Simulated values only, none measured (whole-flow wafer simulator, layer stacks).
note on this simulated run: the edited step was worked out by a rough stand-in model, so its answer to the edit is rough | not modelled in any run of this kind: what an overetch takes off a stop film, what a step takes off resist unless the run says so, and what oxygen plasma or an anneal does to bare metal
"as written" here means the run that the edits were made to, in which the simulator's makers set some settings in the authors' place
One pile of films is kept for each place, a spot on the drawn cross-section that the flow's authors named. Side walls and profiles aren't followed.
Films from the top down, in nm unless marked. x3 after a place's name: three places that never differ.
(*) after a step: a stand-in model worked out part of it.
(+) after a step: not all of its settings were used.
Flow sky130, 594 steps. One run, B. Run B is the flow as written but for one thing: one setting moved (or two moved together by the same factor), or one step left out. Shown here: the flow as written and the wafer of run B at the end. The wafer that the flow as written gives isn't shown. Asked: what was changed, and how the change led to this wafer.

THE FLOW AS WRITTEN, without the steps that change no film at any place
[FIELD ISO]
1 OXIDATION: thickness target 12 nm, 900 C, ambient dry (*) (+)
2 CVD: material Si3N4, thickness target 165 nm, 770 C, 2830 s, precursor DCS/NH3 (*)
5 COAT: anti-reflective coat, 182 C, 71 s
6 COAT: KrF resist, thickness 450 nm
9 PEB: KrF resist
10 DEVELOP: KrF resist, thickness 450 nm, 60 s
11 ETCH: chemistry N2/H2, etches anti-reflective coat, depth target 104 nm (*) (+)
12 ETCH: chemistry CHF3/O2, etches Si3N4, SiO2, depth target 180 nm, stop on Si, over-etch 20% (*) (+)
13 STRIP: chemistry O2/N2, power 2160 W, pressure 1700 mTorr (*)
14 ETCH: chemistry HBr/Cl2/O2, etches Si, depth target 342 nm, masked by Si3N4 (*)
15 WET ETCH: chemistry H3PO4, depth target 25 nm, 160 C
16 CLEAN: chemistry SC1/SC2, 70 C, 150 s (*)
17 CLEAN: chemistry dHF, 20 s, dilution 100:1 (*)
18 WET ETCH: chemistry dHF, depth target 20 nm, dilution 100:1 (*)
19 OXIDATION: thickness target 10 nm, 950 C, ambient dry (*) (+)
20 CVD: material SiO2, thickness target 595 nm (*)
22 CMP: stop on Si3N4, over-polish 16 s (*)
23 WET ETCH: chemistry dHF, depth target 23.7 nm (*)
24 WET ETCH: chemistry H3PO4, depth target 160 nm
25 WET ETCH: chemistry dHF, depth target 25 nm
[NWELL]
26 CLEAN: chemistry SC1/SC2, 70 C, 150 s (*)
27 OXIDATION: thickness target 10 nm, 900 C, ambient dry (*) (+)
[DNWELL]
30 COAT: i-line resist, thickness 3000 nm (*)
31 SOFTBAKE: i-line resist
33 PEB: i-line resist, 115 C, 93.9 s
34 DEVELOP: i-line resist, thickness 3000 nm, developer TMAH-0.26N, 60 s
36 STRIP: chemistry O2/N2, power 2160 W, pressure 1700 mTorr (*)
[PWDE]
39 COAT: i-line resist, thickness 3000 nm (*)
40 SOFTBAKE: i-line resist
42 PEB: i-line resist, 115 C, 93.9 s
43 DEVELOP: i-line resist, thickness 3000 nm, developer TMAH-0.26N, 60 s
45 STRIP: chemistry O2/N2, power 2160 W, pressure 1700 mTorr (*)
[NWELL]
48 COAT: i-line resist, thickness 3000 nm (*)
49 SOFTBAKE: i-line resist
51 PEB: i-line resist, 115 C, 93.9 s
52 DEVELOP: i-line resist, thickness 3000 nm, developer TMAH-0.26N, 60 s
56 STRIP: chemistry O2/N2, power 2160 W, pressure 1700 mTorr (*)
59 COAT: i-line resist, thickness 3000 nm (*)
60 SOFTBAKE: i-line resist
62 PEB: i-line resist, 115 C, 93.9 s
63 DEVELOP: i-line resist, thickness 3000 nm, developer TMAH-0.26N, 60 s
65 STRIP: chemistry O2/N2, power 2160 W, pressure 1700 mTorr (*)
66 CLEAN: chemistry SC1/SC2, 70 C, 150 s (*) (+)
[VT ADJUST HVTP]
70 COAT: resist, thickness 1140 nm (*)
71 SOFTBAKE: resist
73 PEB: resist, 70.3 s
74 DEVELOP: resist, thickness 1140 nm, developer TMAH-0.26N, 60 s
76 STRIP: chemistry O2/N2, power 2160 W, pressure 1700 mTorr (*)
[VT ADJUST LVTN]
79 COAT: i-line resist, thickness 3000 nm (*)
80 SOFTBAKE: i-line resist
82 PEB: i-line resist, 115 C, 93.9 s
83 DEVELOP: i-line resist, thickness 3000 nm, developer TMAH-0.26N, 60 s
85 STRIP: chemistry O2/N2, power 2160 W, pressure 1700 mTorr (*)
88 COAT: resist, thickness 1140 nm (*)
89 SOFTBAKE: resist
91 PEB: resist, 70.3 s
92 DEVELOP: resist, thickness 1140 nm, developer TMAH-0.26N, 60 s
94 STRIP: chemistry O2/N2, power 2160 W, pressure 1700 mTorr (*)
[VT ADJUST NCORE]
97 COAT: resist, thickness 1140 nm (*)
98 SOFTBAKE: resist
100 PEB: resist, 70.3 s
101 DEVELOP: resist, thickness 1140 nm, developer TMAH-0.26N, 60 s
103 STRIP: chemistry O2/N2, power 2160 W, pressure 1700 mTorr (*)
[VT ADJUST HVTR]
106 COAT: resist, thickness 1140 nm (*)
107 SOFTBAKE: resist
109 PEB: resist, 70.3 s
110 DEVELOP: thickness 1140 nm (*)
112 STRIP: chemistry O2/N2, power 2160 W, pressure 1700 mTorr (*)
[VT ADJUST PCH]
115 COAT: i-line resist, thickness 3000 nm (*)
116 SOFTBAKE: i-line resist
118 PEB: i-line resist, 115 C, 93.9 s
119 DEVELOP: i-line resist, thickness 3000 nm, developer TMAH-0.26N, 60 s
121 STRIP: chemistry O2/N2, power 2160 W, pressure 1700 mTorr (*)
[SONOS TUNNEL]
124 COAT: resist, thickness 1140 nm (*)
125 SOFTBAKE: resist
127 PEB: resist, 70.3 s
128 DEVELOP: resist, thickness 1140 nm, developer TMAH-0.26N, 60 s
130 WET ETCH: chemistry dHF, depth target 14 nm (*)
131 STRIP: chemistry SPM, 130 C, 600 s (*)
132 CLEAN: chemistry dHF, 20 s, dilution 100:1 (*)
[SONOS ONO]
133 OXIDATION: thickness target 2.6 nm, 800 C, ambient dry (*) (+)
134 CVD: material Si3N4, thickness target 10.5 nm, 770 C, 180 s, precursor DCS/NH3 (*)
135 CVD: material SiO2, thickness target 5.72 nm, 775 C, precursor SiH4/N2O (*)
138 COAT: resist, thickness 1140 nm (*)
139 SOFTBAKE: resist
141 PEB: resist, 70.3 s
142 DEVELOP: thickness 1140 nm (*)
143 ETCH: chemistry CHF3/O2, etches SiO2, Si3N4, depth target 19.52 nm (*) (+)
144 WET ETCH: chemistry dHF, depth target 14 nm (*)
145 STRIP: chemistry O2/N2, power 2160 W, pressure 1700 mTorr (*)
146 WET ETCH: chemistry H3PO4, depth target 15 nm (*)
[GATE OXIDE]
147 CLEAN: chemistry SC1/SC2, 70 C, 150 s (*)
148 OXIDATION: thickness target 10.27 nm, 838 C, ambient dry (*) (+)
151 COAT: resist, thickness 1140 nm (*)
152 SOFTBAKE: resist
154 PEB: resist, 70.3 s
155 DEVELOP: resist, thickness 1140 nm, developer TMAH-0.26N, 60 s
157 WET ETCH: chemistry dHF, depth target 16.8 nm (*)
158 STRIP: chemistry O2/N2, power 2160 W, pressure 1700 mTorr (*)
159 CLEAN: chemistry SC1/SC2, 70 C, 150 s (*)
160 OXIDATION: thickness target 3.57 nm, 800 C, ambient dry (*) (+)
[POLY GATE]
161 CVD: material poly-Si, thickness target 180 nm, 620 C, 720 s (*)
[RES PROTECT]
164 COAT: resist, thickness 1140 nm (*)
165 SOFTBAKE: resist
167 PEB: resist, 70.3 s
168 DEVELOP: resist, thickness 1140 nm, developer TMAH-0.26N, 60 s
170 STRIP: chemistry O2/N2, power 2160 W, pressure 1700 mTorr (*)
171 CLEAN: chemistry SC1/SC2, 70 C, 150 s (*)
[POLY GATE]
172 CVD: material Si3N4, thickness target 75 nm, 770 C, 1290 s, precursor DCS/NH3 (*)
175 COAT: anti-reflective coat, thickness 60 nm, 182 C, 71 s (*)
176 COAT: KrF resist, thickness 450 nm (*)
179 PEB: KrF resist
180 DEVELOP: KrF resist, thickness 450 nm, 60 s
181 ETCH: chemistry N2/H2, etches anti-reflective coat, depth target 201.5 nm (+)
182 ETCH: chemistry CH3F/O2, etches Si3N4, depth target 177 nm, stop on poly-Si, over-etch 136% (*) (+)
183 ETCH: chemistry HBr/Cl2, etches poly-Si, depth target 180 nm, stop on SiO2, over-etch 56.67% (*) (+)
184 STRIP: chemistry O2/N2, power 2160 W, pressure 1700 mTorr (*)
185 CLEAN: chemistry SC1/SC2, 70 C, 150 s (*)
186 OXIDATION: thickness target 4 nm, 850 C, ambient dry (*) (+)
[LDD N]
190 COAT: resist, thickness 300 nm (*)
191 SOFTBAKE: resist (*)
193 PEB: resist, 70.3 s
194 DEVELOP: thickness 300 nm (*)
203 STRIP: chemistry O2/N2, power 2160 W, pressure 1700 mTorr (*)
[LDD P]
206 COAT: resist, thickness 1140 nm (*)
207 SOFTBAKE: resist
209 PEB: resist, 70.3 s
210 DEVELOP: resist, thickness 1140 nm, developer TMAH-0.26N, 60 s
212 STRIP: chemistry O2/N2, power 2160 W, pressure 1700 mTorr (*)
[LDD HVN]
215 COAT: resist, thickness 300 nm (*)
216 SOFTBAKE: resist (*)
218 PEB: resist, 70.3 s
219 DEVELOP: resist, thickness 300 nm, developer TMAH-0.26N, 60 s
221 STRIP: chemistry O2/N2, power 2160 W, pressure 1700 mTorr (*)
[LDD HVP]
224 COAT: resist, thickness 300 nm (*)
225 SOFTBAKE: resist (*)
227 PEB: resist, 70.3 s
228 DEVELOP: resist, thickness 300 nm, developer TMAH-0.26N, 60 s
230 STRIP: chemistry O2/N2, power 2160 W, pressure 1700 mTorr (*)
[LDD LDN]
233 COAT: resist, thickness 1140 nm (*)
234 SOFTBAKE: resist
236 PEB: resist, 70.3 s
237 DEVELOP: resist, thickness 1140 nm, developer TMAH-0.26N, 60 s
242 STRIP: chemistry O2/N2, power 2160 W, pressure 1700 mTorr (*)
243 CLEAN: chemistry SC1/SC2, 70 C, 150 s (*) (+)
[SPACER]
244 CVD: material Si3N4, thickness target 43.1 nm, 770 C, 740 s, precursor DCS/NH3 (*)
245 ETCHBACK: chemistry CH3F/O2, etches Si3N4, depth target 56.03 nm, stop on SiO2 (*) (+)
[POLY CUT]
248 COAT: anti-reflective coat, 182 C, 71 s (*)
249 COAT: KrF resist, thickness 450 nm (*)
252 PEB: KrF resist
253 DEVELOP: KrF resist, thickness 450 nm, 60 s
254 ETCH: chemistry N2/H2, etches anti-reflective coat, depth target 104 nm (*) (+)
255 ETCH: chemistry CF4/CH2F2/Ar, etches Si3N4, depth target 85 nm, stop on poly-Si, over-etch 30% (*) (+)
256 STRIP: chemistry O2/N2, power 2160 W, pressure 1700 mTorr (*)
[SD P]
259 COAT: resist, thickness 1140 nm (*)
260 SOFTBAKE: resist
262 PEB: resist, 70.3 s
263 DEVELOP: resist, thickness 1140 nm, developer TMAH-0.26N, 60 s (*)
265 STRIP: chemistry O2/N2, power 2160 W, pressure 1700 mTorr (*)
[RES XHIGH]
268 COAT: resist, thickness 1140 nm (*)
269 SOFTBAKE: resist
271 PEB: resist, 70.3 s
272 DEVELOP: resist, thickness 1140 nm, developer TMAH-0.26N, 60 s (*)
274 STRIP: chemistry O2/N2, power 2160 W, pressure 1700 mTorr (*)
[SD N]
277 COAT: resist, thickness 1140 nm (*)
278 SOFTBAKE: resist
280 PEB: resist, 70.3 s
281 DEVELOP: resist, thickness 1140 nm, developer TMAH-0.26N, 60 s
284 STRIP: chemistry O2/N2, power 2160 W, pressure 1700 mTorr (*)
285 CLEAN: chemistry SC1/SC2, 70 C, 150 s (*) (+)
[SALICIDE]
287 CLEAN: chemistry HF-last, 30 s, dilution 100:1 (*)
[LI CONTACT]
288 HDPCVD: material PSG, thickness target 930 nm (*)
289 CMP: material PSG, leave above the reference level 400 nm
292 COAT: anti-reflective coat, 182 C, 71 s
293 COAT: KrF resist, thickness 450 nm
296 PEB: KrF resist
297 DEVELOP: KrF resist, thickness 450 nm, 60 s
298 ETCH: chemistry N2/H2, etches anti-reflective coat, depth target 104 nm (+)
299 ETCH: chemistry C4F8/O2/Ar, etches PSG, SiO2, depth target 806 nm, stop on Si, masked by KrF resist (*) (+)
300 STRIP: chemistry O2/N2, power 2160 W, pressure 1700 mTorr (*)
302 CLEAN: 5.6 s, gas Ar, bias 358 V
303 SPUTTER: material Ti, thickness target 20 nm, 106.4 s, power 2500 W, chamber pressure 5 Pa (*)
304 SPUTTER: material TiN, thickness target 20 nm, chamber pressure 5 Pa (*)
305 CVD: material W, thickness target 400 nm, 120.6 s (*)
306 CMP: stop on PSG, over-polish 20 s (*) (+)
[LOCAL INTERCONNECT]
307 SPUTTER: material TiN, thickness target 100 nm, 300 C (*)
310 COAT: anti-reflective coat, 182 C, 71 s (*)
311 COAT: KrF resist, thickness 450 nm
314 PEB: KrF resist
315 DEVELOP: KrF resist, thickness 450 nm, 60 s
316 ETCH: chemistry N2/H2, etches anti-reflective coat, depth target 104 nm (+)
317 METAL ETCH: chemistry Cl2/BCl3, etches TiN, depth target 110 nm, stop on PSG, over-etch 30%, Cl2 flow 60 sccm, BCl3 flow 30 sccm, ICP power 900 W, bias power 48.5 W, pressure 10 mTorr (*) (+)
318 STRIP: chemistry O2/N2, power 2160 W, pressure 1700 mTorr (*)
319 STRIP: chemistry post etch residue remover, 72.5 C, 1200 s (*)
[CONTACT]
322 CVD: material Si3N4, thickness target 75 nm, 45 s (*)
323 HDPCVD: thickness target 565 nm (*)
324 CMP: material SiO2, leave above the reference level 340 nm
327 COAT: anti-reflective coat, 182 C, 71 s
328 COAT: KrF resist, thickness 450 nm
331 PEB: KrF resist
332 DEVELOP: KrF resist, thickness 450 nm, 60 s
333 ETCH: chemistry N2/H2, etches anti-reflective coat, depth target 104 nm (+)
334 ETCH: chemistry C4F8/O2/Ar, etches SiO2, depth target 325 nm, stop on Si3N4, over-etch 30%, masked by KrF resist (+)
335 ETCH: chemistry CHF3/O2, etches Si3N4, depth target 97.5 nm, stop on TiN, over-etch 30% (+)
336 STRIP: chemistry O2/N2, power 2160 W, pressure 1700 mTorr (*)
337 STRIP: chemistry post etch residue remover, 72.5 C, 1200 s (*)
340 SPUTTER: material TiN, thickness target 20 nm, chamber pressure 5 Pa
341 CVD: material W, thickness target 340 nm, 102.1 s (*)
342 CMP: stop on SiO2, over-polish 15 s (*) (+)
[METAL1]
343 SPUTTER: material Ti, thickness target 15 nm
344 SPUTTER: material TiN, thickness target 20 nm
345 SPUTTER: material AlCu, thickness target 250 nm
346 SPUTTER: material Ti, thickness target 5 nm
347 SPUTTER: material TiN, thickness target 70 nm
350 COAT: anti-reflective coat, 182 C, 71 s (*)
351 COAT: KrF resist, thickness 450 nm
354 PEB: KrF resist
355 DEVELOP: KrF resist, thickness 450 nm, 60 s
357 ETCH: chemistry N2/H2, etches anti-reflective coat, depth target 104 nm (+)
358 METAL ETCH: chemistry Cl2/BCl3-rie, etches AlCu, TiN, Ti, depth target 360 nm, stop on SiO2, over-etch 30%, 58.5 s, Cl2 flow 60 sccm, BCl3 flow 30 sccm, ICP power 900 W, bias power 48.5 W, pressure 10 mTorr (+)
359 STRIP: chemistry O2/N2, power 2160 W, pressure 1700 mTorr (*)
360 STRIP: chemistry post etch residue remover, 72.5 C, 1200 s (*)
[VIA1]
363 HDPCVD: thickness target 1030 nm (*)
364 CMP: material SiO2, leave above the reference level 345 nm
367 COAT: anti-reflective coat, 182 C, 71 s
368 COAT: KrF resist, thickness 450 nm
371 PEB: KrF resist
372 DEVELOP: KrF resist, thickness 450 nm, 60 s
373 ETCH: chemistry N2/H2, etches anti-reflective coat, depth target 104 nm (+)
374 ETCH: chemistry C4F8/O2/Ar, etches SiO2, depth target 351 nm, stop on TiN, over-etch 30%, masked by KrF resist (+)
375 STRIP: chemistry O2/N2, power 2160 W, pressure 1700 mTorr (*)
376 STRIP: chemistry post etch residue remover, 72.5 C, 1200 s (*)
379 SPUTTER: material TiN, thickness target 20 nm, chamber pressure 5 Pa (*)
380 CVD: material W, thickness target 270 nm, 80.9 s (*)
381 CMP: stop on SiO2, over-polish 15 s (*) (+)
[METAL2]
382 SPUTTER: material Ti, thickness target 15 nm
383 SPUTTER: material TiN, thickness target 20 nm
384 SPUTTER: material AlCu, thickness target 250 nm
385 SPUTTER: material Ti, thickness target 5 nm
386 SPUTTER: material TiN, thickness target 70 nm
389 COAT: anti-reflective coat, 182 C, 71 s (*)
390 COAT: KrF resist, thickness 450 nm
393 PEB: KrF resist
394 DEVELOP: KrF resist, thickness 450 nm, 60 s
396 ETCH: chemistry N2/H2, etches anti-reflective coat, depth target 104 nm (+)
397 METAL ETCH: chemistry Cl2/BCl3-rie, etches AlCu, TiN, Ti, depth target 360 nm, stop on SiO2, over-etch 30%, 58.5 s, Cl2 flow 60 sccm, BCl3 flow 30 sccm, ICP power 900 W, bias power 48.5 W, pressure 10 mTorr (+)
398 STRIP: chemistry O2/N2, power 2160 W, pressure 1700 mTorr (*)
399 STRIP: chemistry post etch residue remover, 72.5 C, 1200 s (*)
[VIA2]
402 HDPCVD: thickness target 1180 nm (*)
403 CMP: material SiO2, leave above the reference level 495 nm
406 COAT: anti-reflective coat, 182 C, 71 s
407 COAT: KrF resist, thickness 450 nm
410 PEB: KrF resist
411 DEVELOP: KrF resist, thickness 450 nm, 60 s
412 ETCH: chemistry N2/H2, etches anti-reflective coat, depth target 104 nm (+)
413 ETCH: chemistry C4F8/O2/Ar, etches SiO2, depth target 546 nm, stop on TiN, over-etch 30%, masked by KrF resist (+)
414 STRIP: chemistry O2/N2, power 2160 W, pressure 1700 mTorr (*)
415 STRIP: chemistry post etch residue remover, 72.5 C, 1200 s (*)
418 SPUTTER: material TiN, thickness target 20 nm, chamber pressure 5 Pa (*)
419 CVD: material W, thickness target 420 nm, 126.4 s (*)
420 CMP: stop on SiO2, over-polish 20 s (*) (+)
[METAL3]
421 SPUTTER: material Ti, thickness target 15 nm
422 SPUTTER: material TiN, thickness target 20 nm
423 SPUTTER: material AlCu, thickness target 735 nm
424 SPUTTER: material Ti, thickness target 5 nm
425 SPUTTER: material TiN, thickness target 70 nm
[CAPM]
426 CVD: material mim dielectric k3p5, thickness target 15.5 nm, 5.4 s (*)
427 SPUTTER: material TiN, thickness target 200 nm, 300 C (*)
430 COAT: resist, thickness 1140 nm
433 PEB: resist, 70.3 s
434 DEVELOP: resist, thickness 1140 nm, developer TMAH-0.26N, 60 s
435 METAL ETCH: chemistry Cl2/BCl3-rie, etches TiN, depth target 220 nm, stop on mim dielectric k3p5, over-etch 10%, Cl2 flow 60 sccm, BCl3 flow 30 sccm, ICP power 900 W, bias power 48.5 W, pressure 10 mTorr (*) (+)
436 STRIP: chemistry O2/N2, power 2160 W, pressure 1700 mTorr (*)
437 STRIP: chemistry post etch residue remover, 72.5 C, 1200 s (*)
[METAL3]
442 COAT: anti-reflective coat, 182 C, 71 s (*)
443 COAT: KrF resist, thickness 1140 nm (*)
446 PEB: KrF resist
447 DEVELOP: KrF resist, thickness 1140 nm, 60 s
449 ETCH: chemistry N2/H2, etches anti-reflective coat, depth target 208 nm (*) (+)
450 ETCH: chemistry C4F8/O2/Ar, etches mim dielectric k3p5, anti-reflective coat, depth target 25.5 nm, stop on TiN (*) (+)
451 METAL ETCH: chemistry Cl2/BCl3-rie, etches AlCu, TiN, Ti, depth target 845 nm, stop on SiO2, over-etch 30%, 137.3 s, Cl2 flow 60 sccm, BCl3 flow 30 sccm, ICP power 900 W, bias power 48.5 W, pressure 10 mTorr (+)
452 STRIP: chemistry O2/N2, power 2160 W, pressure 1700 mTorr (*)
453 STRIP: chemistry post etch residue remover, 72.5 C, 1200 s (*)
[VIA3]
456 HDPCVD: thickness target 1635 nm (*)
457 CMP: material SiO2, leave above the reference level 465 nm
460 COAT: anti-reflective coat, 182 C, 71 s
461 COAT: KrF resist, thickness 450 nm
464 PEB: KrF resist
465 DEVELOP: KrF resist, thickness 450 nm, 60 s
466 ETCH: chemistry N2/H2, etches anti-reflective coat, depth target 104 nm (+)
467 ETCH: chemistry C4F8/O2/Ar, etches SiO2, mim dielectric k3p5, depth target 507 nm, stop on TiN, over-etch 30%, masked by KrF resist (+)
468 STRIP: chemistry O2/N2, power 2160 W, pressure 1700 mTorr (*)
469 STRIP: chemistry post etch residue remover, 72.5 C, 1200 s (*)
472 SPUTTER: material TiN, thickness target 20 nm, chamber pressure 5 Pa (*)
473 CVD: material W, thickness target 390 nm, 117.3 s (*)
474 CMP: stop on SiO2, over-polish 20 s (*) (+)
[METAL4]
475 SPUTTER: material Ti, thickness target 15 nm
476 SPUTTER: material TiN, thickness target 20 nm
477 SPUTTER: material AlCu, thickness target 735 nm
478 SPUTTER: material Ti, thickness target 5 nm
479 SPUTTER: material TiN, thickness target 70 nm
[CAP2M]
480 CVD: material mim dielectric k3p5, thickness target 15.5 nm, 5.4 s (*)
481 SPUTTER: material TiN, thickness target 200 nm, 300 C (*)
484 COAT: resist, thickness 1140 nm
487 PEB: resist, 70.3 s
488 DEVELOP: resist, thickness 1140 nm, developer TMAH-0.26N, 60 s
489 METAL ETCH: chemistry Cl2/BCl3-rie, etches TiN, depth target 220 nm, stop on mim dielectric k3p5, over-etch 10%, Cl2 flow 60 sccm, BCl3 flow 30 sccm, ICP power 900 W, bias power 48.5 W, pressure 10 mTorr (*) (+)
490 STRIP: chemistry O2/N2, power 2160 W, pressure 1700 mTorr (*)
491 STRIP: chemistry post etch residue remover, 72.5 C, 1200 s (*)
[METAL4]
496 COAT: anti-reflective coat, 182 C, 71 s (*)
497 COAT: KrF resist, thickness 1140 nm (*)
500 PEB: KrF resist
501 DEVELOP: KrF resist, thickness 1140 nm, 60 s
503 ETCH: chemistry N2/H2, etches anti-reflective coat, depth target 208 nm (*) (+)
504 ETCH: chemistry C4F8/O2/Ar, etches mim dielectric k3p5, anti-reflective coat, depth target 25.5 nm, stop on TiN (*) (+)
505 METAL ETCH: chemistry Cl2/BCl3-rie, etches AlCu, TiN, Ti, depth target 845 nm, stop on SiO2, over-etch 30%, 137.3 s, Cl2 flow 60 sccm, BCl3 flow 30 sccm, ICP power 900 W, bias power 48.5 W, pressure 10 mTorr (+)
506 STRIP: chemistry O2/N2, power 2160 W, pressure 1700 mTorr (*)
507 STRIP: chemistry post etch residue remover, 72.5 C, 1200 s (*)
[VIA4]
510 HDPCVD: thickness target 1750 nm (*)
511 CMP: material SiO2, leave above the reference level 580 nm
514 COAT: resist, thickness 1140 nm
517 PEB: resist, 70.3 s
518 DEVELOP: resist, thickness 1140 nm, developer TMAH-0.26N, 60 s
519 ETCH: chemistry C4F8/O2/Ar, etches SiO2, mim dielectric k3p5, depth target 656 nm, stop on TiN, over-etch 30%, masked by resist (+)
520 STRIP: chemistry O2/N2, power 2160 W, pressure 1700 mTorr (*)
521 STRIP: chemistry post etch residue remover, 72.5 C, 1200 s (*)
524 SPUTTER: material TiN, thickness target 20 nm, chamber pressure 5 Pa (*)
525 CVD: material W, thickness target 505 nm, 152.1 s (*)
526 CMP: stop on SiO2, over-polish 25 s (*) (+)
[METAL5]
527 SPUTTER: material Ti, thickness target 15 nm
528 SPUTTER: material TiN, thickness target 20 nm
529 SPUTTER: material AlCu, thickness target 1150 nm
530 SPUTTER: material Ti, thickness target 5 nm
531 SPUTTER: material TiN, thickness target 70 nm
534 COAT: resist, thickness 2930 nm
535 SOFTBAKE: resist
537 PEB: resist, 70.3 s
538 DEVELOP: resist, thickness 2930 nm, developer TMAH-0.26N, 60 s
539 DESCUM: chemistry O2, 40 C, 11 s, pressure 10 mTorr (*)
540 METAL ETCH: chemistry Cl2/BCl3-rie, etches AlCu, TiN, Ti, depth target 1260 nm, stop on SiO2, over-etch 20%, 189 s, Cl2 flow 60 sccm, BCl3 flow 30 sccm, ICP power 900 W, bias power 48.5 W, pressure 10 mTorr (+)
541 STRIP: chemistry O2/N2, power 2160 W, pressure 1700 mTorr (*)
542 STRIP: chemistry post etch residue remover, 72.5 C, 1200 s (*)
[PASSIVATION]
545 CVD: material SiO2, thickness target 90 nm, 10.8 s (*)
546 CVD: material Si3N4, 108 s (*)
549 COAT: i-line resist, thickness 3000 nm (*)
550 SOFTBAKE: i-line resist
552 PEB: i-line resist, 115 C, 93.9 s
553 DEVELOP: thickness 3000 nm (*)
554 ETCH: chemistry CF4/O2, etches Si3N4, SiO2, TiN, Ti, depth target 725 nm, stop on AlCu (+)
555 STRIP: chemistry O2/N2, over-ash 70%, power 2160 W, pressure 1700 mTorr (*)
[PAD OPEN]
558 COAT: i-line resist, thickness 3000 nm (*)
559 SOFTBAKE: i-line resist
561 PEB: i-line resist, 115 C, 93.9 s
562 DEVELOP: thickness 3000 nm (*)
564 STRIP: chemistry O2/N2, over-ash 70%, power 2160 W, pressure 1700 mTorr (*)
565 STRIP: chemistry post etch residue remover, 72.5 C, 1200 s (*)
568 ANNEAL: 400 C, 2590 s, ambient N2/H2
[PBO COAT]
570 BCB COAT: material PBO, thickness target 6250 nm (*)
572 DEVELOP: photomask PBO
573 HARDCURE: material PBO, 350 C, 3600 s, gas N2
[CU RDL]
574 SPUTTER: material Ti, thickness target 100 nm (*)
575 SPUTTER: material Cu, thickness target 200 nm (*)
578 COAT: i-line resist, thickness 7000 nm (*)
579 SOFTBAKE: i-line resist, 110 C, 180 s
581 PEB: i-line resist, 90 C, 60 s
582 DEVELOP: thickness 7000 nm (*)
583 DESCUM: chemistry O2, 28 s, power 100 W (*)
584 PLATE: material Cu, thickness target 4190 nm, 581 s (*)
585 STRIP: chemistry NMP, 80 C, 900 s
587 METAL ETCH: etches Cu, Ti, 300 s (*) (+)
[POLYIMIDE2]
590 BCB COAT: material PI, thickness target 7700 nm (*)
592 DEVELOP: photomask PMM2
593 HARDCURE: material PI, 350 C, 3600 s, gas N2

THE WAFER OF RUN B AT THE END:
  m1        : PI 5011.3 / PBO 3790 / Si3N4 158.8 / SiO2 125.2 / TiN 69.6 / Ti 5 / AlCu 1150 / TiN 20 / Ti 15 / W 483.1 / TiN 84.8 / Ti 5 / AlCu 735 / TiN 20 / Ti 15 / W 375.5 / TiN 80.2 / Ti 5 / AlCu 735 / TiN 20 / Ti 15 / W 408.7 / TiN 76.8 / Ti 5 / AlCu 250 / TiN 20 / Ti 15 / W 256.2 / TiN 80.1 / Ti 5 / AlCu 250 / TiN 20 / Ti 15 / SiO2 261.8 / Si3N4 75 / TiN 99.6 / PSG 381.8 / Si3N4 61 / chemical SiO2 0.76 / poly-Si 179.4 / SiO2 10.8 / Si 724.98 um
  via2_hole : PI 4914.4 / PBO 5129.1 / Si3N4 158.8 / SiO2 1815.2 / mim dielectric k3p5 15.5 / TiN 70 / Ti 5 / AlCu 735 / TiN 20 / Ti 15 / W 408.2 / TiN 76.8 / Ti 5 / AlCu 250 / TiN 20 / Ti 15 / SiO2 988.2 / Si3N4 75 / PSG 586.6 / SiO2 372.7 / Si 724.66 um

The cause: step 418, SPUTTER: thickness target 15 nm was run, where the flow has thickness target 20 nm.

How the change led to this, step by step:
  418 SPUTTER: material TiN, thickness target 20 nm, chamber pressure 5 Pa (*)
      field, active, n_well and 186 more: TiN +15 (new film) (as written it would be: TiN +20 (new film))
      m1, via2_hole: TiN +7.64 (as written it would be: TiN +10.2)
  420 CMP: stop on SiO2, over-polish 20 s (*) (+)
      field, active, n_well and 186 more: W -420 (all of it), TiN -15 (all of it), SiO2 -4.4 (as written it would be: W -420 (all of it), TiN -20 (all of it), SiO2 -4.4)
